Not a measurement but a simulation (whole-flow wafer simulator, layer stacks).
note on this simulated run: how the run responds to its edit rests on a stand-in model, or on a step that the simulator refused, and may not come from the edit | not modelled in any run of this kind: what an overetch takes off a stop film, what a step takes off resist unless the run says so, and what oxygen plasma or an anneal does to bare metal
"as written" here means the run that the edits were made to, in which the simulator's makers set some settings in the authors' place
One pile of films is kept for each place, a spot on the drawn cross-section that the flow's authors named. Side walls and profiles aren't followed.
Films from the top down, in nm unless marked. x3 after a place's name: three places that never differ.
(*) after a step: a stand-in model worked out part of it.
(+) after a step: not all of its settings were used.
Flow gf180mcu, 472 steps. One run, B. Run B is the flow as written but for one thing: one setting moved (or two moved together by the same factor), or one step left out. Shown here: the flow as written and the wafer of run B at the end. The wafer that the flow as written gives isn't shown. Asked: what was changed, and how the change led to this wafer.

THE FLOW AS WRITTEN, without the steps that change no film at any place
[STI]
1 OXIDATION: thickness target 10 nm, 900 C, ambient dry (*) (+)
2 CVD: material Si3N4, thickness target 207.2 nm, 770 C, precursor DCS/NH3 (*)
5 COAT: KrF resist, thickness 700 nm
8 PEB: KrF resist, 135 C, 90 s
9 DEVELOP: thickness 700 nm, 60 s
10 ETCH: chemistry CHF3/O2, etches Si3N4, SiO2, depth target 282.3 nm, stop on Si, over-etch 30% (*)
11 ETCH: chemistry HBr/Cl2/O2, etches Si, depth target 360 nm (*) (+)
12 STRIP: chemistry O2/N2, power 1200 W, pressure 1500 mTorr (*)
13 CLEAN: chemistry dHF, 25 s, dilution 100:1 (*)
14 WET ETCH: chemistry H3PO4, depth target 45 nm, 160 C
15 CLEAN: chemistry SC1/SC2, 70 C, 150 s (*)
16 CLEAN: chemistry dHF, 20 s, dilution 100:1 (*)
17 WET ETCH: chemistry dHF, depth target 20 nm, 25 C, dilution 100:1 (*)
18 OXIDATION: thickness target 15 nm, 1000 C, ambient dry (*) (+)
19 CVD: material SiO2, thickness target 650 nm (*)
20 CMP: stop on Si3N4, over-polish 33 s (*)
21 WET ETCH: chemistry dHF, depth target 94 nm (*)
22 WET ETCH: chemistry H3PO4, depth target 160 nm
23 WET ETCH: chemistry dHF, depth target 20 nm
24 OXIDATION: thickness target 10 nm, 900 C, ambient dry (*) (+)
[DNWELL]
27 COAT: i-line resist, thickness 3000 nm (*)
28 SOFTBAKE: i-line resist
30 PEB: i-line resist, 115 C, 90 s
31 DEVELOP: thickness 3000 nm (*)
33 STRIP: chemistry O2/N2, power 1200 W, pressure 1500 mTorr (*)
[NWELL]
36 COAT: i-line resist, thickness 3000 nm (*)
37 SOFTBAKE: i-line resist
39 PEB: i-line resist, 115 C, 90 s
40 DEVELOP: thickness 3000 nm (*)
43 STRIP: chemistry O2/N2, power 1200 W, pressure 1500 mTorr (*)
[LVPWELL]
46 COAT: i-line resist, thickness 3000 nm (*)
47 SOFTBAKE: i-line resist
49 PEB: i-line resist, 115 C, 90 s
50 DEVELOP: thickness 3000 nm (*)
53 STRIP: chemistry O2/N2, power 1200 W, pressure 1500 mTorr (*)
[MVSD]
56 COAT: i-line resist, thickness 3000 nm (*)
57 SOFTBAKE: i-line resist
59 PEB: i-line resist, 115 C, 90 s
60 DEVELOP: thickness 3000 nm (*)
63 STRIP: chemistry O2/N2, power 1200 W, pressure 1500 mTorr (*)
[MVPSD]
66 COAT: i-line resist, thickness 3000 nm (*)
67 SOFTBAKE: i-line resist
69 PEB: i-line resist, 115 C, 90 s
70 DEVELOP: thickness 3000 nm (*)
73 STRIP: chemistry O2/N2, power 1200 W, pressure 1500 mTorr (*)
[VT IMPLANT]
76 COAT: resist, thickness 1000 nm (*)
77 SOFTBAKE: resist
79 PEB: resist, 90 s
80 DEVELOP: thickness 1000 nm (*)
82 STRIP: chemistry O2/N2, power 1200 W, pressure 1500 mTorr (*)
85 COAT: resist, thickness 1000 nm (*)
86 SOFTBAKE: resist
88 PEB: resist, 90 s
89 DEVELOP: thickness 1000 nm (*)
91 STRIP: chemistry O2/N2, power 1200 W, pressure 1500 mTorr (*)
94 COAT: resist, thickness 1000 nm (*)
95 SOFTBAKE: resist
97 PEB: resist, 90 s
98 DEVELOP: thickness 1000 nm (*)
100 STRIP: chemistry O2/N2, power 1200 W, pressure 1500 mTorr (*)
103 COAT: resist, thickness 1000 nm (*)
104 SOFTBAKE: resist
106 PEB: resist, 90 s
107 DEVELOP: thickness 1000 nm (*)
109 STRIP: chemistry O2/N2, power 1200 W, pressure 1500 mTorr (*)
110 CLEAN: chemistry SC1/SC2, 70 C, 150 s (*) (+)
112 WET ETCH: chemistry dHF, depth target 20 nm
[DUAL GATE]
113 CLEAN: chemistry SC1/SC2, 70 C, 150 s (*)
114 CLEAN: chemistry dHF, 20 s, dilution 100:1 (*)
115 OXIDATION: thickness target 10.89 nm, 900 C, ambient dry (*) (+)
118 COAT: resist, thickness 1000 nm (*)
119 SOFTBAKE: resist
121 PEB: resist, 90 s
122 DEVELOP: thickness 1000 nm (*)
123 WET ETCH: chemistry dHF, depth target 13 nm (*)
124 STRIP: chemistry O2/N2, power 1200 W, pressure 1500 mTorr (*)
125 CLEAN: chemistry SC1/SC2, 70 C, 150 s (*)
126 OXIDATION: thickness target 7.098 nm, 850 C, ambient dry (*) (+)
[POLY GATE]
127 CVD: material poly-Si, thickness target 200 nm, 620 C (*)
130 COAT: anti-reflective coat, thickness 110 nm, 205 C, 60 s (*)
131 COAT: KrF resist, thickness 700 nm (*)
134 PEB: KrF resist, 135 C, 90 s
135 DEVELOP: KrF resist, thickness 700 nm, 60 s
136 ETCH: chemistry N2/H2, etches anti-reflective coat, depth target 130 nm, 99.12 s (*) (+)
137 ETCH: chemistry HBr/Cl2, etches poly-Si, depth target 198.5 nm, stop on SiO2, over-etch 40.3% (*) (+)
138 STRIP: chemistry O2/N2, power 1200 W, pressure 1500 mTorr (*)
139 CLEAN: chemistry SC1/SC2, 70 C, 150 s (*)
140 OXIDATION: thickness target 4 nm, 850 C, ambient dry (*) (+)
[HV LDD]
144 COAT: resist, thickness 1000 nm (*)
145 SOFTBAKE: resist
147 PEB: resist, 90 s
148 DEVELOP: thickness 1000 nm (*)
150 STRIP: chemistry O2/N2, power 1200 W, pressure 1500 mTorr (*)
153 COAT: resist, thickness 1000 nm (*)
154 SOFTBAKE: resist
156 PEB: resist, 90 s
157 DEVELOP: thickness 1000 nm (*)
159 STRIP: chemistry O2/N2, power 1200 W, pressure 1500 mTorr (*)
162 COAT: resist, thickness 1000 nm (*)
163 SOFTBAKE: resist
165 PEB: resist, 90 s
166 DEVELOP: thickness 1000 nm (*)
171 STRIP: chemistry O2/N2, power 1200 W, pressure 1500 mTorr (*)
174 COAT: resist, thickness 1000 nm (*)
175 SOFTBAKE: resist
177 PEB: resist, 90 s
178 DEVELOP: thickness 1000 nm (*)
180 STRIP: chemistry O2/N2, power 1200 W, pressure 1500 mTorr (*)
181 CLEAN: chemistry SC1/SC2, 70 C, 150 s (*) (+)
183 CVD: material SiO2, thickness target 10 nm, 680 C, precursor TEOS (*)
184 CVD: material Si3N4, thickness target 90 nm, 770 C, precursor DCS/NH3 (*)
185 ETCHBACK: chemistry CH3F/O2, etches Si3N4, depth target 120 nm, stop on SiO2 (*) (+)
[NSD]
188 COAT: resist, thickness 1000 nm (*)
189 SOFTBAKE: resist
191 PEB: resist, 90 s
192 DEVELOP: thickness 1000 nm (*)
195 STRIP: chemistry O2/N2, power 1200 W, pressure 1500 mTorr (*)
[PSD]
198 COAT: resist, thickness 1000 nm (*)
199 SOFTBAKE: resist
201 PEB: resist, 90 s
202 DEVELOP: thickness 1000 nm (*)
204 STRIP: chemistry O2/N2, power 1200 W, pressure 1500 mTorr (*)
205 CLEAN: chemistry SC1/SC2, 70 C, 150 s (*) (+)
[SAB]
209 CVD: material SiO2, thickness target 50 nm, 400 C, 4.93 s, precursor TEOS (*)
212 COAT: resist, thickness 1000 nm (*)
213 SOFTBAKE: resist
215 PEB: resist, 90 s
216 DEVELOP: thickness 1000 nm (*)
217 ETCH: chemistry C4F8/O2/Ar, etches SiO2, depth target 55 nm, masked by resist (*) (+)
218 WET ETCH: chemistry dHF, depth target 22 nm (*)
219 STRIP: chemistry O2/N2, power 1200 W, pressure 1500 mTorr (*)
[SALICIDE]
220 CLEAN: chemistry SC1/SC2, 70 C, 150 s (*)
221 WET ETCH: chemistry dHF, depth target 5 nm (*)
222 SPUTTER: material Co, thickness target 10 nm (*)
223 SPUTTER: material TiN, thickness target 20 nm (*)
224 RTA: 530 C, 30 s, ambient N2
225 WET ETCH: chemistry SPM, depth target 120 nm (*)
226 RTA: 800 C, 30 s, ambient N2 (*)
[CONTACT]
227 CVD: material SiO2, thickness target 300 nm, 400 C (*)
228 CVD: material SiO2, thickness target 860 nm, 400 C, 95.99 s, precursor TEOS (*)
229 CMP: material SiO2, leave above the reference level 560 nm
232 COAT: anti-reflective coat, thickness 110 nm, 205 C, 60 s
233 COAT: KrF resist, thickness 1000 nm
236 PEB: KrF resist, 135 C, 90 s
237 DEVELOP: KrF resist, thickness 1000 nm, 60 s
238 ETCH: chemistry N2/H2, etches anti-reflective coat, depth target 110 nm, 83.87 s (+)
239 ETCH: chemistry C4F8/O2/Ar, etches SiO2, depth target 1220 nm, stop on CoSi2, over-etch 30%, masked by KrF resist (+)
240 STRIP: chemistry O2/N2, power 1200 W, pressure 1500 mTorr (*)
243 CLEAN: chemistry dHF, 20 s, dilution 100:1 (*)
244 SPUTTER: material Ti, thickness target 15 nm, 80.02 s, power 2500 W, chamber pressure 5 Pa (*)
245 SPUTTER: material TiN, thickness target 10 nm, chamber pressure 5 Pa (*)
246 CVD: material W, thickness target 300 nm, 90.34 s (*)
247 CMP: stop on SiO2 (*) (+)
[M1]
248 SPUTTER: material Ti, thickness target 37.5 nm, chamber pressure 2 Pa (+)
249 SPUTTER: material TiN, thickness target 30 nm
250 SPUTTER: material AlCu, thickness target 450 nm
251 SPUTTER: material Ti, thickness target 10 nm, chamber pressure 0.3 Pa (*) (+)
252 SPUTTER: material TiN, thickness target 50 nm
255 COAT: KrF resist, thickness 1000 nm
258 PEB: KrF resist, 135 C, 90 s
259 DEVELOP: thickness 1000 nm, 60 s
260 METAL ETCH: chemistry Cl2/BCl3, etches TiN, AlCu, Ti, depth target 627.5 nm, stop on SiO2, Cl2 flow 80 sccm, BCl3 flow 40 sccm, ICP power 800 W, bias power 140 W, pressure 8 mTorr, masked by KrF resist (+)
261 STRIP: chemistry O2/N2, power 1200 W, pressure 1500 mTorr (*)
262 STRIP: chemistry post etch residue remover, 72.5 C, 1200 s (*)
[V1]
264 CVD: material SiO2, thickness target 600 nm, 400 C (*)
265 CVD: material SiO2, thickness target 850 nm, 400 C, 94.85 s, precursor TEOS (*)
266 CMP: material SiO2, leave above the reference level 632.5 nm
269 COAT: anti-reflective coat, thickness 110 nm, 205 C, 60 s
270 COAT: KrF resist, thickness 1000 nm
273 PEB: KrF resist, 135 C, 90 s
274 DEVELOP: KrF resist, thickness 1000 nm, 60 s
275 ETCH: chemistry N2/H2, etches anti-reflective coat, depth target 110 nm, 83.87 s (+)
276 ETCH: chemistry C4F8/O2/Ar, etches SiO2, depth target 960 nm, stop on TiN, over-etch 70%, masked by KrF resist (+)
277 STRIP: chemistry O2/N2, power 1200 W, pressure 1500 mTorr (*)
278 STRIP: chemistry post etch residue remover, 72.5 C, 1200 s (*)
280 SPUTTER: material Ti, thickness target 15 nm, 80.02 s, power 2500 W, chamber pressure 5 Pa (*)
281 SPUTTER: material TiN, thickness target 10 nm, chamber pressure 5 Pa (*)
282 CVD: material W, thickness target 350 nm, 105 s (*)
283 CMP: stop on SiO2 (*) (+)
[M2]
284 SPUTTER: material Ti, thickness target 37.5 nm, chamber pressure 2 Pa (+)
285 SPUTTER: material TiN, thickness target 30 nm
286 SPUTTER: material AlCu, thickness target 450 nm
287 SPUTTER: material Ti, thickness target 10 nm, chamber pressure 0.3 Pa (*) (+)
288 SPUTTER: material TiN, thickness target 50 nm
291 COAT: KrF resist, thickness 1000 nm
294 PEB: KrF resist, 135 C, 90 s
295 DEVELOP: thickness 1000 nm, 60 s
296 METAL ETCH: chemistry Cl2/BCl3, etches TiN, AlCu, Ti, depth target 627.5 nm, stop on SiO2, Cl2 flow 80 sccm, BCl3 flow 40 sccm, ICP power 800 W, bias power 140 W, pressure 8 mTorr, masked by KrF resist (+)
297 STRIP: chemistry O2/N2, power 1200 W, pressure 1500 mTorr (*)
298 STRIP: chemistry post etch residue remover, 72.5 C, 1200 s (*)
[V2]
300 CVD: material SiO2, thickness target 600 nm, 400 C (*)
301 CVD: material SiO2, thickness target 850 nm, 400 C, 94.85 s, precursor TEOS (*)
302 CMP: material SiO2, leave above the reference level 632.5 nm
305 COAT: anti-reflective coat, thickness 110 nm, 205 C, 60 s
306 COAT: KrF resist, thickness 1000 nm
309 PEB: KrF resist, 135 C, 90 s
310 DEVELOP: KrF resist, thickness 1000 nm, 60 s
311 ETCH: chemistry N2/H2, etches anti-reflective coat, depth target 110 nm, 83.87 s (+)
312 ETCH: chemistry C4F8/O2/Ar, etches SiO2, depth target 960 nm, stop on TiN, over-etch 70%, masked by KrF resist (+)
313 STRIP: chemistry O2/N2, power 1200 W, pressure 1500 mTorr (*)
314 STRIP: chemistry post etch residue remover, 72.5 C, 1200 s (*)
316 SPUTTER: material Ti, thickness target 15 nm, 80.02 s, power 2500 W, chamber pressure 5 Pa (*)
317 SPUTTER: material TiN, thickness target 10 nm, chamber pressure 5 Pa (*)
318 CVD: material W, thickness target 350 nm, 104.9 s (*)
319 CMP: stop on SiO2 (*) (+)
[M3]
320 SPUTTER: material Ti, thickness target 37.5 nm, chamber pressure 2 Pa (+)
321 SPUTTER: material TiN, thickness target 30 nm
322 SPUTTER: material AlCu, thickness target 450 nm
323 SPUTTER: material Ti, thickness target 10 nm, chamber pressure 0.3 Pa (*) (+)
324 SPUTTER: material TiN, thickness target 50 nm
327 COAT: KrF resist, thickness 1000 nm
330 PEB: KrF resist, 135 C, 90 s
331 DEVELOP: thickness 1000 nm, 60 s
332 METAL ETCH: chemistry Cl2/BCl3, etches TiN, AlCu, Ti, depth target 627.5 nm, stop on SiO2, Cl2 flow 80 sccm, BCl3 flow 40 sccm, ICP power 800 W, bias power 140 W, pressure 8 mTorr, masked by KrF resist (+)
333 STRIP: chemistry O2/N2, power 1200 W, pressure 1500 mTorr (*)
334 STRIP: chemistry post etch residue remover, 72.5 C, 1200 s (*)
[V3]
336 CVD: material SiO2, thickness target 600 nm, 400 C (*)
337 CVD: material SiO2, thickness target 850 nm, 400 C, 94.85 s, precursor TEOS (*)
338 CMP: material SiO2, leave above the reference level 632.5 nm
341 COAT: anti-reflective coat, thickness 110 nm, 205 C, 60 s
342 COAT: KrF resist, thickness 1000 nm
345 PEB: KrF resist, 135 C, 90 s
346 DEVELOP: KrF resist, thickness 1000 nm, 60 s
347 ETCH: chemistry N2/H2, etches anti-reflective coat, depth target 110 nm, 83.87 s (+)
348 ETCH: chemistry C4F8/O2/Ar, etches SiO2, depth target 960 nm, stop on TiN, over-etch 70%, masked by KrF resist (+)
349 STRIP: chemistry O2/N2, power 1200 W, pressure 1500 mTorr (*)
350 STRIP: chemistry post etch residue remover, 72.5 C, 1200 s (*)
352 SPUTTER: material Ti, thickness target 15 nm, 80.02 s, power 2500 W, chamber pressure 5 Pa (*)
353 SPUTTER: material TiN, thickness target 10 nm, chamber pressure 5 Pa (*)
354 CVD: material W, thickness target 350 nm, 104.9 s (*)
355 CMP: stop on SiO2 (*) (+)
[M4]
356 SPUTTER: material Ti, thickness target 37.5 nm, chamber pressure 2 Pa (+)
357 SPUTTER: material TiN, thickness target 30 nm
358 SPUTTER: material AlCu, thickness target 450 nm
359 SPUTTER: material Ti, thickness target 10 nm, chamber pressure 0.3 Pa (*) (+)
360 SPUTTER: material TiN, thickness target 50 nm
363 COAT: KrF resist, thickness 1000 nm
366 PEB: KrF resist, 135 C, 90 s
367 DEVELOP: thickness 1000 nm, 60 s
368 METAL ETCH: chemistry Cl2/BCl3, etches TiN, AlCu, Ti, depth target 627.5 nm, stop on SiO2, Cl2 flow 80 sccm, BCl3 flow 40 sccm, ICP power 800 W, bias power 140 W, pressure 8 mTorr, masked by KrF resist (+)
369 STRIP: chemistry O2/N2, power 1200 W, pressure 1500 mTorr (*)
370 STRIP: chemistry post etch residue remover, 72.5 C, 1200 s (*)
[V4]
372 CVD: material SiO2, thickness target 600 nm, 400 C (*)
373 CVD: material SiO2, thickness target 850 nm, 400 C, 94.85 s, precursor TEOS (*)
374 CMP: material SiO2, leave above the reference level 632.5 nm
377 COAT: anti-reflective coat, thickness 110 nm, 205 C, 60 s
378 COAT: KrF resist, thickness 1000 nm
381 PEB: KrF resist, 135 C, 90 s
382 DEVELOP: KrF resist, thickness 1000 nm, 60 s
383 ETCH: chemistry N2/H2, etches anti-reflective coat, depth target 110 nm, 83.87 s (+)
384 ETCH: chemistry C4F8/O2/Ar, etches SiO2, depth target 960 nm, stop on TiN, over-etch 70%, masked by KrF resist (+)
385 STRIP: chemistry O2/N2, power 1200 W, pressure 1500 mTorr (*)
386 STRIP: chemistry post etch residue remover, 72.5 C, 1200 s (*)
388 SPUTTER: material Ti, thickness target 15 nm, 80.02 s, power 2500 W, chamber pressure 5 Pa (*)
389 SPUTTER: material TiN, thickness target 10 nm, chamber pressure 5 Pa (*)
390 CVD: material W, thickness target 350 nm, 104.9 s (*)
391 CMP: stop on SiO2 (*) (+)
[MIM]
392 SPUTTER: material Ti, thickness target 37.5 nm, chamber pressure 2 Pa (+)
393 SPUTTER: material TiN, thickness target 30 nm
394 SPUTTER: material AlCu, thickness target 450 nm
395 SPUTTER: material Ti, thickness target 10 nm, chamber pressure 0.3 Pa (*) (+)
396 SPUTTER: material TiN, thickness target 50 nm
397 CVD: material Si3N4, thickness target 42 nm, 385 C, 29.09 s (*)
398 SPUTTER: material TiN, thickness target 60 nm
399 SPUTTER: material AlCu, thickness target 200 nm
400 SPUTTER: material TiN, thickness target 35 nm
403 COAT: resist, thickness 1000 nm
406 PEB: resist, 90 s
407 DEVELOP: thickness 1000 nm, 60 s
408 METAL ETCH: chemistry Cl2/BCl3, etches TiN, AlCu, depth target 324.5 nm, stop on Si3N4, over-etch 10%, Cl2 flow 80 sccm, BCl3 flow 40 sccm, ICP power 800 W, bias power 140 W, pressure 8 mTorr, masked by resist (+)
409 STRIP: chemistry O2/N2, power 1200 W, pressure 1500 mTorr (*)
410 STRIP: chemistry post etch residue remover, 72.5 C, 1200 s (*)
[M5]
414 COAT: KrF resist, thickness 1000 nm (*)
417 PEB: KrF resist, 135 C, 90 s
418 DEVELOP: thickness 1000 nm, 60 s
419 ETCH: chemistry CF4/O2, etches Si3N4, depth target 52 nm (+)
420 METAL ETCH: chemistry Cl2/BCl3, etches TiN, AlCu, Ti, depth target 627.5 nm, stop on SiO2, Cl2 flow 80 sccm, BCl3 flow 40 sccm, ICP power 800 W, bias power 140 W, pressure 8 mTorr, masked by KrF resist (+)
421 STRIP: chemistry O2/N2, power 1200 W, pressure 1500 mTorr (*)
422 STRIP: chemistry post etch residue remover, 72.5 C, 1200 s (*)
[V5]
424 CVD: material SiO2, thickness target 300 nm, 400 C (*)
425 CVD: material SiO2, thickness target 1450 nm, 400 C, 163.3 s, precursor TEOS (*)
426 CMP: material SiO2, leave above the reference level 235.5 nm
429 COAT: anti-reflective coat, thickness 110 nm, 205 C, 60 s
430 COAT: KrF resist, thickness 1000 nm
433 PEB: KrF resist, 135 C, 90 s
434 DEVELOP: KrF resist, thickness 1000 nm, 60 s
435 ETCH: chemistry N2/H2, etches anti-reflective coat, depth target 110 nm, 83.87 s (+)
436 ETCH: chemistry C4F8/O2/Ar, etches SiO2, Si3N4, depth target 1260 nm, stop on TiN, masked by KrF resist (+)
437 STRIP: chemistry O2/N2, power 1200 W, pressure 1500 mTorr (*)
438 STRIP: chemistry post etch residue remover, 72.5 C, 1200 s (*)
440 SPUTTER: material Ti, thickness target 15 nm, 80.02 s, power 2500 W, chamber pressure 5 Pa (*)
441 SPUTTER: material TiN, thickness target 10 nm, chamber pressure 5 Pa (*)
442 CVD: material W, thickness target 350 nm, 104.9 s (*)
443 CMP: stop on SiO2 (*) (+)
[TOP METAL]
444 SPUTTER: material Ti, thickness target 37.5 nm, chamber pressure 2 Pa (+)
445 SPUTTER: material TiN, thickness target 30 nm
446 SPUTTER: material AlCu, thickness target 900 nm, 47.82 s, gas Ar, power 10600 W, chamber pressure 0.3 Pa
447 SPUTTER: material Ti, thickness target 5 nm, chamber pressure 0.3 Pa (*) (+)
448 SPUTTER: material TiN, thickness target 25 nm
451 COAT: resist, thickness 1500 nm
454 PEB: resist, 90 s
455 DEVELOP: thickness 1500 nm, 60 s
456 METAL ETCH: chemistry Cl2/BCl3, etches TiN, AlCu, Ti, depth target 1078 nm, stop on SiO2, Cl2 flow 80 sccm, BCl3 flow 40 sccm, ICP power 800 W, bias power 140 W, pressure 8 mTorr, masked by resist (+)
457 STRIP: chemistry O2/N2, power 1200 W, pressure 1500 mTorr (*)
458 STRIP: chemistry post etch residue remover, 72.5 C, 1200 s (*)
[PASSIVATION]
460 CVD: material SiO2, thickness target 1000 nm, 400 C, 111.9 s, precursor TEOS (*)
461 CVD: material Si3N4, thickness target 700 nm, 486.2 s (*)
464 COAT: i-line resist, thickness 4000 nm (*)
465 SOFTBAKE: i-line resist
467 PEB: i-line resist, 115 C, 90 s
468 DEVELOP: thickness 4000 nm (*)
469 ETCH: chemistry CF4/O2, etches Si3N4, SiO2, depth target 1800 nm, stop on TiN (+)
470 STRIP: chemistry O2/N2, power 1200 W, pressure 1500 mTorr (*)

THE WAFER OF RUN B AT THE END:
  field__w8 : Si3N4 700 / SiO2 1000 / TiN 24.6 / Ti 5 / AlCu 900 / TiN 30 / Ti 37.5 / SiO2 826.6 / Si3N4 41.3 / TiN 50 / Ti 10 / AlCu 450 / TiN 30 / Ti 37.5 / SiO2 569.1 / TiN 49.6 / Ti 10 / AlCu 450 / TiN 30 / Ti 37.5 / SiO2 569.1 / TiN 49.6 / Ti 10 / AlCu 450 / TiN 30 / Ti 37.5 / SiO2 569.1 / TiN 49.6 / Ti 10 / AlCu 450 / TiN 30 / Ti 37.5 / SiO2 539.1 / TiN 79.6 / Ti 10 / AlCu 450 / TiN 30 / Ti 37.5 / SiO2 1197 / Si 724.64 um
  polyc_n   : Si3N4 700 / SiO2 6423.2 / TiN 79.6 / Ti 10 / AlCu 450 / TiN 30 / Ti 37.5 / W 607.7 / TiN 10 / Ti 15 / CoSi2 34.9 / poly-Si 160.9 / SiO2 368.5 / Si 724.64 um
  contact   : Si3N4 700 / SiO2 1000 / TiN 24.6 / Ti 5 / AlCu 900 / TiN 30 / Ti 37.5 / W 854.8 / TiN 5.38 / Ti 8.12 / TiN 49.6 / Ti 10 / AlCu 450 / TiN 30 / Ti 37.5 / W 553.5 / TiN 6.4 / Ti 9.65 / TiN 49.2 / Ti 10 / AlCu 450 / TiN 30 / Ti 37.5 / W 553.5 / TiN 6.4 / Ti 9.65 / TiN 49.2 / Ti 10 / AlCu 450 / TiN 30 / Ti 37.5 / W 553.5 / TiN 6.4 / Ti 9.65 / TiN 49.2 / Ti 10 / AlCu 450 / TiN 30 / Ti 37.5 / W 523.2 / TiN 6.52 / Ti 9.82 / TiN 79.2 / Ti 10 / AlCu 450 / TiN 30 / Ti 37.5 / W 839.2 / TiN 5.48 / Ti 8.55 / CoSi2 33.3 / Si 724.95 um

The cause: step 252, SPUTTER: thickness target 80 nm was run, where the flow has thickness target 50 nm.

How the change led to this, step by step:
  252 SPUTTER: material TiN, thickness target 50 nm
      field, field__w1, field__w2 and 108 more: TiN +80 (new film) (as written it would be: TiN +50 (new film))
  260 METAL ETCH: chemistry Cl2/BCl3, etches TiN, AlCu, Ti, depth target 627.5 nm, stop on SiO2, Cl2 flow 80 sccm, BCl3 flow 40 sccm, ICP power 800 W, bias power 140 W, pressure 8 mTorr, masked by KrF resist (+)
      field, field__w1, field__w2 and 99 more: TiN -80 (all of it), Ti -10 (all of it), AlCu -450 (all of it), TiN -30 (all of it), Ti -37.5 (all of it) (as written it would be: TiN -50 (all of it), Ti -10 (all of it), AlCu -450 (all of it), TiN -30 (all of it), Ti -37.5 (all of it))
  266 CMP: material SiO2, leave above the reference level 632.5 nm
      field__w8, contact, m1 and 6 more: SiO2 -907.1 (as written it would be: SiO2 -877.1)
  276 ETCH: chemistry C4F8/O2/Ar, etches SiO2, depth target 960 nm, stop on TiN, over-etch 70%, masked by KrF resist (+)
      field, field__w1, field__w2 and 107 more: KrF resist -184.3 (as written it would be: KrF resist -192)
      contact: SiO2 -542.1 (all of it) (as written it would be: SiO2 -572.1 (all of it))
  282 CVD: material W, thickness target 350 nm, 105 s (*)
      contact: W +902 (new film) (as written it would be: W +932.3 (new film))
